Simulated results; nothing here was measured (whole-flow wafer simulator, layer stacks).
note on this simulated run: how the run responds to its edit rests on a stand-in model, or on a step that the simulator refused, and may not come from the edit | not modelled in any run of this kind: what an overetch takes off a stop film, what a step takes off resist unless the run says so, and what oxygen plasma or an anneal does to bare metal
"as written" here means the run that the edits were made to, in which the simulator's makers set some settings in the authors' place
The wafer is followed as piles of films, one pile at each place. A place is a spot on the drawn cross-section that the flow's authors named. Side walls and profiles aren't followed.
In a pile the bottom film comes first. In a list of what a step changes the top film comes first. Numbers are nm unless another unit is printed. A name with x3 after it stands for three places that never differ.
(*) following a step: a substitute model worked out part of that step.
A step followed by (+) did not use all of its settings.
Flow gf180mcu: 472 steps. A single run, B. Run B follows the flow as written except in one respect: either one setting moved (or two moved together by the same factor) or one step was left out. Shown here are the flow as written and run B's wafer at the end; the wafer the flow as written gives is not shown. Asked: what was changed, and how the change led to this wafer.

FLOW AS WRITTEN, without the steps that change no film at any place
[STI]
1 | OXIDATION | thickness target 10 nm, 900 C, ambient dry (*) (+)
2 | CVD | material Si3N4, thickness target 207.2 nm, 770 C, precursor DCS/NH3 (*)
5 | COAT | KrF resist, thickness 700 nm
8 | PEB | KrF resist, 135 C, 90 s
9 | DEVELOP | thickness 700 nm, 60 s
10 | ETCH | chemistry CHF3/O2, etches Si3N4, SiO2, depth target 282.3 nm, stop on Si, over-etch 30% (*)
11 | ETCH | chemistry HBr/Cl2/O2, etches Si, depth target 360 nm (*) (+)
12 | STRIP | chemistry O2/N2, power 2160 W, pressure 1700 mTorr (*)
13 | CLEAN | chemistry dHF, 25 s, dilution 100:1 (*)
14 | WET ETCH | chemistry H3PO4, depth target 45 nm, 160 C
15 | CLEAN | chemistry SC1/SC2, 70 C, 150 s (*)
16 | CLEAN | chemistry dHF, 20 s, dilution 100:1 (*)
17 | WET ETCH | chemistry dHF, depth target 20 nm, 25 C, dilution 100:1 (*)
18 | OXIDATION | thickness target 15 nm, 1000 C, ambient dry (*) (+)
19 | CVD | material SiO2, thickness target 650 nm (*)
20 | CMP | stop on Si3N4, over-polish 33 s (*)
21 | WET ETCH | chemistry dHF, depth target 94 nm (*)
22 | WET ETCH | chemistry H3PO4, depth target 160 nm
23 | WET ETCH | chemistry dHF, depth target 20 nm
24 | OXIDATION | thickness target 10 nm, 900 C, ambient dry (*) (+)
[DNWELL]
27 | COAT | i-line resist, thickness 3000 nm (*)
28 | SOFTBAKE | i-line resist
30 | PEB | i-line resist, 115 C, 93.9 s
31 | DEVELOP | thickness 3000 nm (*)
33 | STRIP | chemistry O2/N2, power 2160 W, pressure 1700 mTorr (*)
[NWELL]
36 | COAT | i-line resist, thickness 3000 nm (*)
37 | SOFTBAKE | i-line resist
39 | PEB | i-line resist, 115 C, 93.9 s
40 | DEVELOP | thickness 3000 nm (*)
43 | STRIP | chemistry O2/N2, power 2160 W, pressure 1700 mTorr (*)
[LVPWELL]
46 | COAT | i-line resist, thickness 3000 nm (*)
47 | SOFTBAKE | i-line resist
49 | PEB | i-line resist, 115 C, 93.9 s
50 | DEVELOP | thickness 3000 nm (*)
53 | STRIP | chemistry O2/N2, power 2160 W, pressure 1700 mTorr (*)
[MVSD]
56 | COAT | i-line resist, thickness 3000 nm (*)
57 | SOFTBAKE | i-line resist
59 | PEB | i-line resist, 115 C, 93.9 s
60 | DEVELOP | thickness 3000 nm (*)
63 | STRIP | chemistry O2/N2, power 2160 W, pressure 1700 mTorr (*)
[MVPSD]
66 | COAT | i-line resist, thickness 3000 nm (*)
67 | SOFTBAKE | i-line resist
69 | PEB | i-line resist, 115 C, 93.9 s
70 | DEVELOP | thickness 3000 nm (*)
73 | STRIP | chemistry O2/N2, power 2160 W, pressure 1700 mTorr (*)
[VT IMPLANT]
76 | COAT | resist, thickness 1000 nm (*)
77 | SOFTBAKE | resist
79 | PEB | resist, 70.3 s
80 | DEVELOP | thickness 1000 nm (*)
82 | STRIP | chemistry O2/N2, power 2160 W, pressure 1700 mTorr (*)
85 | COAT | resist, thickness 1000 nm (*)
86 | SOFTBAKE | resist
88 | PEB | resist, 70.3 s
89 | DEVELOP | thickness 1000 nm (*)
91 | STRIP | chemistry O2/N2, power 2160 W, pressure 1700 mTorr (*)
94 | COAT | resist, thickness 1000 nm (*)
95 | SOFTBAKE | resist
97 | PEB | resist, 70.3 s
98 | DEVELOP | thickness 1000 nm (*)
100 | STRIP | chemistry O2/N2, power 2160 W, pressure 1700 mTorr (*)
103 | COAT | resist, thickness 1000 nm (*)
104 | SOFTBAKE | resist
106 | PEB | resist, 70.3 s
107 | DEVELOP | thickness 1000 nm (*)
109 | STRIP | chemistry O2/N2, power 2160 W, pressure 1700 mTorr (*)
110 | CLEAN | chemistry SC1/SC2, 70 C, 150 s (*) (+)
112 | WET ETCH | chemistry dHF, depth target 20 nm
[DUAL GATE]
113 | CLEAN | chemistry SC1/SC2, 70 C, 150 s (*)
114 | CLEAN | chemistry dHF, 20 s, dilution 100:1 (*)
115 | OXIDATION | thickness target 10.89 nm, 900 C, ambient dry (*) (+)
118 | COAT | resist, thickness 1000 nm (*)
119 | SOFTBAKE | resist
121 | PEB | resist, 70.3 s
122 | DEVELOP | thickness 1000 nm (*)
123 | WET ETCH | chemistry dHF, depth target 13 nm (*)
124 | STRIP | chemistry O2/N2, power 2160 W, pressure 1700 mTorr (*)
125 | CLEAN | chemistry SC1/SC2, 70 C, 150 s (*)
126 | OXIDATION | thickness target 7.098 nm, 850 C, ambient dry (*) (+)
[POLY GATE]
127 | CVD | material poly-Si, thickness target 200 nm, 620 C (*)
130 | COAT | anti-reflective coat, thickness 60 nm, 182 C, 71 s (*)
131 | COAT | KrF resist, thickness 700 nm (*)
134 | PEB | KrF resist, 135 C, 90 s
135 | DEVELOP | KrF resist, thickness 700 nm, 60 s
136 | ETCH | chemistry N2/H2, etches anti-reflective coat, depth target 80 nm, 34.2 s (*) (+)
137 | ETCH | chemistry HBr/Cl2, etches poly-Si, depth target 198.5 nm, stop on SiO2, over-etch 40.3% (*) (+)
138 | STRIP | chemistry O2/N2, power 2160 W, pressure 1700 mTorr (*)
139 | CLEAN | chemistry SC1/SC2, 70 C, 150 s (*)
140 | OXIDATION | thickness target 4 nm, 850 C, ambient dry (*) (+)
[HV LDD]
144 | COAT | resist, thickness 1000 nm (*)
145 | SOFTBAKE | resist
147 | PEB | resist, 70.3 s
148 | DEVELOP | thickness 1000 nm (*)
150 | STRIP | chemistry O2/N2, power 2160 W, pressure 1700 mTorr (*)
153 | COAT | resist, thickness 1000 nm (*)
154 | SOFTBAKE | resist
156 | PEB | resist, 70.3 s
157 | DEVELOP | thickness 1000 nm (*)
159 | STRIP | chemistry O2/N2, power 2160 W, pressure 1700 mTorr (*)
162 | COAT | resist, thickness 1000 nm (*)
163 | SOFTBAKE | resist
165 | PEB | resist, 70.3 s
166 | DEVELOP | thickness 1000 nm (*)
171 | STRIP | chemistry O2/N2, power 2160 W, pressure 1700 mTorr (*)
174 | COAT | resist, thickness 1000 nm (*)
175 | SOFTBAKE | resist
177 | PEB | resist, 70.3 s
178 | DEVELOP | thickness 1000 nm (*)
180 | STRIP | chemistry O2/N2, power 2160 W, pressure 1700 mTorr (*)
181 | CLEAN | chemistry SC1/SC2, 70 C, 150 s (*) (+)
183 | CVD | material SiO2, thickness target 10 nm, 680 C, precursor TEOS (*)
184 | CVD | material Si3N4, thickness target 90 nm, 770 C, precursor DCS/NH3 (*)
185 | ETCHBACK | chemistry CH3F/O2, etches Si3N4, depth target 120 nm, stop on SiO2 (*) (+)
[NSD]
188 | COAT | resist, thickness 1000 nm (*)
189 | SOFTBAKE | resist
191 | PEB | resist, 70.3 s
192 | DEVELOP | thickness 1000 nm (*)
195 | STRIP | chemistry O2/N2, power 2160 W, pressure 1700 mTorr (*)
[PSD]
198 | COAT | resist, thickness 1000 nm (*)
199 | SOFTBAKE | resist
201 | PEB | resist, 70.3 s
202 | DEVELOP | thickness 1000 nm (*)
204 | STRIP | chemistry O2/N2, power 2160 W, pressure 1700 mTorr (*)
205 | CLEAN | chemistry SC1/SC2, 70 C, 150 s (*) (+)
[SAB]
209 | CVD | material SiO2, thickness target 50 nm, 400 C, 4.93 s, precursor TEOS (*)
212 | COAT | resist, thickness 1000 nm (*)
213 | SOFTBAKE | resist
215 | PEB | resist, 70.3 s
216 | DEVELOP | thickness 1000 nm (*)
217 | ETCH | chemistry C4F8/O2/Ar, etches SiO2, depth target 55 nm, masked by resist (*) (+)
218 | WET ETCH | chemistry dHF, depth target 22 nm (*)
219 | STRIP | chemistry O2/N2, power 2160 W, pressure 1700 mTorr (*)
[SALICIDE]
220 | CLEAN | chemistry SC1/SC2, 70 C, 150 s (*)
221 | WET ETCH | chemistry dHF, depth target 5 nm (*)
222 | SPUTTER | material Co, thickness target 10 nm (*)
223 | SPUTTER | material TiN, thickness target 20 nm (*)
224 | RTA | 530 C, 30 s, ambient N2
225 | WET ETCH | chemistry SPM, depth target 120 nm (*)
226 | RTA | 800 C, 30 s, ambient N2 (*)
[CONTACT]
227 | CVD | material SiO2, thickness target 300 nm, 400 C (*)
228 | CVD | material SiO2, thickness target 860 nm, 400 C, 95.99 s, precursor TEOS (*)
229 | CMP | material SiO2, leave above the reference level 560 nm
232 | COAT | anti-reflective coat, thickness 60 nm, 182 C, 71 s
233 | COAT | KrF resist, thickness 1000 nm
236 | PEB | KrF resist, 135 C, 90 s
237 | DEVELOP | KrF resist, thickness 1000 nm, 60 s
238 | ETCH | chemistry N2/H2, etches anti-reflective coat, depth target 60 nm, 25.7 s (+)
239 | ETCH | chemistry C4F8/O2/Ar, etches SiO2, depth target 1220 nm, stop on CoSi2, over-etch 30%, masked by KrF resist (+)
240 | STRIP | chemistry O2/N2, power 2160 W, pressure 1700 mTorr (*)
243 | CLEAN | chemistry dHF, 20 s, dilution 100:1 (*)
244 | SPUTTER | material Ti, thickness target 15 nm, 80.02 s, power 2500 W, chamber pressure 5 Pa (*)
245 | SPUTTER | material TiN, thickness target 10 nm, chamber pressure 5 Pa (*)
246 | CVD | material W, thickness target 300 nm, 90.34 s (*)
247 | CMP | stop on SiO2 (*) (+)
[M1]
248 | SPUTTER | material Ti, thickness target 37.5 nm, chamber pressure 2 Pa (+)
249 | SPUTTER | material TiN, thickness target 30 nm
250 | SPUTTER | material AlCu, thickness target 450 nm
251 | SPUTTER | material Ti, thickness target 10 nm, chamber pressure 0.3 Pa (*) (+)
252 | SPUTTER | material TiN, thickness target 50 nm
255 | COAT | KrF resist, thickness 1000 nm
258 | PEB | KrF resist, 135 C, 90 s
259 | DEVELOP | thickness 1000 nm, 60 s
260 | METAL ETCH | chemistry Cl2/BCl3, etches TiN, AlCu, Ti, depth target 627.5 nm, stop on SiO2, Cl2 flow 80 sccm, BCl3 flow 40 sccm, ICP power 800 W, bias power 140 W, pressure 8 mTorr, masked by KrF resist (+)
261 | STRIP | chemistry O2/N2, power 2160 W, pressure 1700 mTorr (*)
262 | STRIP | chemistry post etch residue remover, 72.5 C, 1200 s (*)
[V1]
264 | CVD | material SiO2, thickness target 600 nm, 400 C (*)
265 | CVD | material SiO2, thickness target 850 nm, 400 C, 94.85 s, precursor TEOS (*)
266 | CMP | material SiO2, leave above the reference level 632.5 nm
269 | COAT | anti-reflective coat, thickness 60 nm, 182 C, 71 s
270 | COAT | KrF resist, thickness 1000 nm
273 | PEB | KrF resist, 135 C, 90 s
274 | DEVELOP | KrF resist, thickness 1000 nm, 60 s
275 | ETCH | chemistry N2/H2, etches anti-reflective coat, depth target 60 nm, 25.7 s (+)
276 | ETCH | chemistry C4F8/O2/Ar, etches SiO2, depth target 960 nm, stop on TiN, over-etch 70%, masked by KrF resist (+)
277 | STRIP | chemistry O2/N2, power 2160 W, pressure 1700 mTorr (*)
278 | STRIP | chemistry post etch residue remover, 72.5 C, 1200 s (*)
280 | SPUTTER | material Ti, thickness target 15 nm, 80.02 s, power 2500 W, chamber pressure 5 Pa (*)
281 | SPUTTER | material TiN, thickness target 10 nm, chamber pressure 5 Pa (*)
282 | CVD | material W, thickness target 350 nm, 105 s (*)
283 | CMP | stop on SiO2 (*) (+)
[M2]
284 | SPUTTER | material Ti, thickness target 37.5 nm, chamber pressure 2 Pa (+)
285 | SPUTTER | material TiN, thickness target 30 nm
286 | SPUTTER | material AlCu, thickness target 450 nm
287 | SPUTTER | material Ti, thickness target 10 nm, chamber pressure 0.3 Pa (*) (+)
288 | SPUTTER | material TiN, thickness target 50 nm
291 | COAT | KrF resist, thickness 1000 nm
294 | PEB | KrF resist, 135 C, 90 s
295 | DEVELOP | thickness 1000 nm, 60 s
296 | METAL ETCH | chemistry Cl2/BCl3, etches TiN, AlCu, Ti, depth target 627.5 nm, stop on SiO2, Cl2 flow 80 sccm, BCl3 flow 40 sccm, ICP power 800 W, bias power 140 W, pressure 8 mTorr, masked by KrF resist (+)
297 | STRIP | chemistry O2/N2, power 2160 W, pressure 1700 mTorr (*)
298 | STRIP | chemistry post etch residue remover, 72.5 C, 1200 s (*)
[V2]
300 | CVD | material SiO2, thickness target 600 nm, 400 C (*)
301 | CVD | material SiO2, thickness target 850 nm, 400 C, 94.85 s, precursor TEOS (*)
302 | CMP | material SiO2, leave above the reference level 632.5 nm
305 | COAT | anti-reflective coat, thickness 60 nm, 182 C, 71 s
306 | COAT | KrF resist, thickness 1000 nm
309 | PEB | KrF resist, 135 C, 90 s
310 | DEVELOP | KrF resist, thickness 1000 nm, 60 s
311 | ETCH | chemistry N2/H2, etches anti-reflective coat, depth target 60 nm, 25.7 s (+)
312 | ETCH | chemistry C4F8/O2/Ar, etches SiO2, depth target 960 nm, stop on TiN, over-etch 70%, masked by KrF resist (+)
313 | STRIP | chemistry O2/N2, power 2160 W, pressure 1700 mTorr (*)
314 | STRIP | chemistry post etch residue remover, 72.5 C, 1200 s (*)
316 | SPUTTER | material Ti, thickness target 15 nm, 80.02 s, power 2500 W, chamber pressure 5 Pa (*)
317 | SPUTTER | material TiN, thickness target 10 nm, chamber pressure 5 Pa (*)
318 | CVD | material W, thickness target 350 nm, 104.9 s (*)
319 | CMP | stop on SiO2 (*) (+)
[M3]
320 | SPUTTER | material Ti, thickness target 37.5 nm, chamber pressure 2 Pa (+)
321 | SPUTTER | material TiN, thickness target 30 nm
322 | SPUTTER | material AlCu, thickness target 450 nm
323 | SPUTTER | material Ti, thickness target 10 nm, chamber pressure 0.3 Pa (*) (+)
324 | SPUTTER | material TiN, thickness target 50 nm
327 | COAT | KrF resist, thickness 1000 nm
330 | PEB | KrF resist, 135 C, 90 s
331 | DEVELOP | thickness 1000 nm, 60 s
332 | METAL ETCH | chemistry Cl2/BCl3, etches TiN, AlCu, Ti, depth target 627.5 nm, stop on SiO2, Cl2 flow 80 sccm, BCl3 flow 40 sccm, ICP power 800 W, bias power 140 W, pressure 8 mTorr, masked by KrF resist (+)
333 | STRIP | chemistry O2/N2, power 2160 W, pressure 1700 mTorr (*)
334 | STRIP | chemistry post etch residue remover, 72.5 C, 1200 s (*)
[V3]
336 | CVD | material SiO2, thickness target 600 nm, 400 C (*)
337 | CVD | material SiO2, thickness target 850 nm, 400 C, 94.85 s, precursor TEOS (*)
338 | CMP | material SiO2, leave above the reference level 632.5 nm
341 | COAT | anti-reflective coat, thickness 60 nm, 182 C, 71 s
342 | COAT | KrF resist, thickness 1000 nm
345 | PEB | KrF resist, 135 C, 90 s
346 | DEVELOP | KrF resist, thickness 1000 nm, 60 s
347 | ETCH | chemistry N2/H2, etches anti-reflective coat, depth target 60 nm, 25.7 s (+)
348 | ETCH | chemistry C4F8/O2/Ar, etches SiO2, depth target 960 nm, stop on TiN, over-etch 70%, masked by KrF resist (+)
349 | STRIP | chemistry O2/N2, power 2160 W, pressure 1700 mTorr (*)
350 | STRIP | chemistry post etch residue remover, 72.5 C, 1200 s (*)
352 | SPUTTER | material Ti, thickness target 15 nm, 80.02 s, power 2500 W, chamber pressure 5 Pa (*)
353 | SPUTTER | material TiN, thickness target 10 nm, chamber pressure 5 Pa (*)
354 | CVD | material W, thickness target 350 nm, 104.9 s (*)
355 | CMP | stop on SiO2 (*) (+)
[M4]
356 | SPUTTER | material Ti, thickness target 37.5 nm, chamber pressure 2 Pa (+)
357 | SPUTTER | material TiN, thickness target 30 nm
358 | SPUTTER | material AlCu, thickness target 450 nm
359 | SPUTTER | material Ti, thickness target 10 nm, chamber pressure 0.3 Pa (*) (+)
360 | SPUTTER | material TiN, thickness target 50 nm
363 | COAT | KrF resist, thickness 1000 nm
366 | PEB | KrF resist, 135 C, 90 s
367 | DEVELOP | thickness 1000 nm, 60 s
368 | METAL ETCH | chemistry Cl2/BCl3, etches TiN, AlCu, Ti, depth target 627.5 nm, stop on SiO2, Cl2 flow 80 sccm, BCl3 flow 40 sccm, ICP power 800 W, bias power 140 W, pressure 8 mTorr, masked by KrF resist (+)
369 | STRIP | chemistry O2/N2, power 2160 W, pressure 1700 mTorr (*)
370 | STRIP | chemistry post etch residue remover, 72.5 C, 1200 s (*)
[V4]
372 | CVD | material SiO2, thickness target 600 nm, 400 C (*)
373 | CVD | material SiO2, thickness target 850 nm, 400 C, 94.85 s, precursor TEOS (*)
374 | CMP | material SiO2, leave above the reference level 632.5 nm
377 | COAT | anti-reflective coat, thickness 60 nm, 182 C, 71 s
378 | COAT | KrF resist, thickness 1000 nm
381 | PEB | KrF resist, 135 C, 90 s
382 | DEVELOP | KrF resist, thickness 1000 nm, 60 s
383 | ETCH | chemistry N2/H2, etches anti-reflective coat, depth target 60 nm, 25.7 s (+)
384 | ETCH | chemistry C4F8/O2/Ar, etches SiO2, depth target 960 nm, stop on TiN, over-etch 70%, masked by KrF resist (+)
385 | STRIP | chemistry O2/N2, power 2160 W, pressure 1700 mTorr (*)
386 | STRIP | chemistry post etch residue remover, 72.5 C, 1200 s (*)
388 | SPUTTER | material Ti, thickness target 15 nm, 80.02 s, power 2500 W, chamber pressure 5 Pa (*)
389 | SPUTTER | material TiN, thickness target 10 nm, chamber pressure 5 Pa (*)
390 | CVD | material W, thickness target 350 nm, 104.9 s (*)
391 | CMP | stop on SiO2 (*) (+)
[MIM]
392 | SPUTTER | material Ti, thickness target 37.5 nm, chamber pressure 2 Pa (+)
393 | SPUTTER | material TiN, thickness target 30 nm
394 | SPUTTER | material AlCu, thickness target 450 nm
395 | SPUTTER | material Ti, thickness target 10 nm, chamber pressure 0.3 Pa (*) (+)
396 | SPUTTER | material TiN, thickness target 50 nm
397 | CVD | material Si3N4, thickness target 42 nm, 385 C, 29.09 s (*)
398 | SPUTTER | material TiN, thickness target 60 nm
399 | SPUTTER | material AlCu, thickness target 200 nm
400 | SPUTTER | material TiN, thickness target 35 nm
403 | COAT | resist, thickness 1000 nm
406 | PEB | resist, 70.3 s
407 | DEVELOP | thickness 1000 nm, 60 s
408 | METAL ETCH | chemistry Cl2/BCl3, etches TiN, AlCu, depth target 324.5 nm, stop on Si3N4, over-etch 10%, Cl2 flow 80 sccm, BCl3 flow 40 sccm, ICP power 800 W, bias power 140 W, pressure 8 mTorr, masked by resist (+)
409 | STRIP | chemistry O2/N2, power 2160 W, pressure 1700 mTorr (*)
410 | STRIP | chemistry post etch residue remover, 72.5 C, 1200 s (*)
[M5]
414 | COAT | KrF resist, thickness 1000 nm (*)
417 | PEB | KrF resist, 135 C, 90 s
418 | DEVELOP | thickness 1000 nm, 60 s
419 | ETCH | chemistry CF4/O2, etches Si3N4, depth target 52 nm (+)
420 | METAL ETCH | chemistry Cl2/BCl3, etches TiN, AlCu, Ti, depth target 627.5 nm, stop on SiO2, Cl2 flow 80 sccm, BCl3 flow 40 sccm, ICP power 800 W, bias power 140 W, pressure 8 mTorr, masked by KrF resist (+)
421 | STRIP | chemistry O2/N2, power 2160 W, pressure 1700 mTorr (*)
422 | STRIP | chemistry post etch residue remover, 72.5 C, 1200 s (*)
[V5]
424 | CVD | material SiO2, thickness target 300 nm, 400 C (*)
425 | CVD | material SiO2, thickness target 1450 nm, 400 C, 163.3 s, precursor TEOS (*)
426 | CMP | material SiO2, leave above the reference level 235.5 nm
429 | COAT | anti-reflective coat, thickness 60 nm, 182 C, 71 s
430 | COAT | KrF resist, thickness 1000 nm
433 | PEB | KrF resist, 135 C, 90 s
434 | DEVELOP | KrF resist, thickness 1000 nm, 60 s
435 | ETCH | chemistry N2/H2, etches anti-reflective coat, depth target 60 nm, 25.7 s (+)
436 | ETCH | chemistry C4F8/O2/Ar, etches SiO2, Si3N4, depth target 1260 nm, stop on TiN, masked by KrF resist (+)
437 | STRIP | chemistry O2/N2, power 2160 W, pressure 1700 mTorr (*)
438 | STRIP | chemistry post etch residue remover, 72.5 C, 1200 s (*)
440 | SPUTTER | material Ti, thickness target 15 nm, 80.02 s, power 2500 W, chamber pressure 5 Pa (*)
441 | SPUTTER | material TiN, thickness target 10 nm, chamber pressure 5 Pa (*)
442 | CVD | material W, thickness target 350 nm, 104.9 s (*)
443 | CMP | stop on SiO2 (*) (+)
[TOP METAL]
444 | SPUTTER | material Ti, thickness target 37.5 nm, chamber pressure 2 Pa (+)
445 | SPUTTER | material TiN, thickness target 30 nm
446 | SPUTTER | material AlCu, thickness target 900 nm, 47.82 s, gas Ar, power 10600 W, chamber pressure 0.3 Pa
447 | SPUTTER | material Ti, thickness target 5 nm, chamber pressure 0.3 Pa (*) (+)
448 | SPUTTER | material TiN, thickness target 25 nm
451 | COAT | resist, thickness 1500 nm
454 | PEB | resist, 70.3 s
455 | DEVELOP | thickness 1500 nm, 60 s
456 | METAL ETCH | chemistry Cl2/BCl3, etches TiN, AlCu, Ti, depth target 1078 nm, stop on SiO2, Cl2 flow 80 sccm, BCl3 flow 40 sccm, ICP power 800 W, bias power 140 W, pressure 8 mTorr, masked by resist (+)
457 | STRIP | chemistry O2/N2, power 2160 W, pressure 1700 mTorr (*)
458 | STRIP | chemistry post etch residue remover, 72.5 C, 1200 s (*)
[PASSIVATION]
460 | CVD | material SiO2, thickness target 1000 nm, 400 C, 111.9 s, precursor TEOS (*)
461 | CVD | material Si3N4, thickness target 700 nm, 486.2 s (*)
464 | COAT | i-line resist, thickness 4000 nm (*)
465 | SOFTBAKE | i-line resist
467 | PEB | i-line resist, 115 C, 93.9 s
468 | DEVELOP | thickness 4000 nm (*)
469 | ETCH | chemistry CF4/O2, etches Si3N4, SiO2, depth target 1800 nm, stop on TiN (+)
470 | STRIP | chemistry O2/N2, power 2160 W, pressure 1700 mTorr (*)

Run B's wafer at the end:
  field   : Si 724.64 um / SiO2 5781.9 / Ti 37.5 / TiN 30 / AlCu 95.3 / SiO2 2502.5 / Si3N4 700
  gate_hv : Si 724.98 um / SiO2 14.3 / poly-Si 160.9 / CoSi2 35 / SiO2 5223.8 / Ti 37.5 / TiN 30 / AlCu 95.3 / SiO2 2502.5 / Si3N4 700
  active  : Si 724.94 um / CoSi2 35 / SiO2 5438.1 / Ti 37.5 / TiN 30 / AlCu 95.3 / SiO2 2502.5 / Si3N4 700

The reason: step 394, SPUTTER: thickness target 670 nm was run, though the flow has thickness target 450 nm.

Step by step, how the change led to this:
  394 | SPUTTER | material AlCu, thickness target 450 nm
      field, field__w1, field__w2 and 108 more: +670 AlCu (new film) (in the flow as written it would be: +450 AlCu (new film))
  420 | METAL ETCH | chemistry Cl2/BCl3, etches TiN, AlCu, Ti, depth target 627.5 nm, stop on SiO2, Cl2 flow 80 sccm, BCl3 flow 40 sccm, ICP power 800 W, bias power 140 W, pressure 8 mTorr, masked by KrF resist (+)
      field, field__w1, field__w2 and 101 more: -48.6 TiN (all of it), -10 Ti (all of it), -568.9 AlCu (in the flow as written it would be: -48.6 TiN (all of it), -10 Ti (all of it), -450 AlCu (all of it), -30 TiN (all of it), -37.5 Ti (all of it))
  422 | STRIP | chemistry post etch residue remover, 72.5 C, 1200 s (*)
      field, field__w1, field__w2 and 101 more: -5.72 AlCu (in the flow as written it would be: nothing)
  424 | CVD | material SiO2, thickness target 300 nm, 400 C (*)
      field, field__w1, field__w2 and 101 more: +300 SiO2 (new film) (in the flow as written it would be: +300 SiO2)
  426 | CMP | material SiO2, leave above the reference level 235.5 nm
      field, field__w1, field__w5 and 92 more: -243.7 SiO2 (in the flow as written it would be: -300.8 SiO2)
      field__w2, field__w3, field__w12 and 6 more: -212.9 SiO2 (in the flow as written it would be: -272.7 SiO2)
Taking metal films that touch as one body, field has 1 body; the flow as written gives 0 bodies.
Taking metal films that touch as one body, gate_hv has 2 bodies (between them, from the top down: SiO2 5223.8); the flow as written gives 1 body.
Taking metal films that touch as one body, active has 2 bodies (between them, from the top down: SiO2 5438.1); the flow as written gives 1 body.
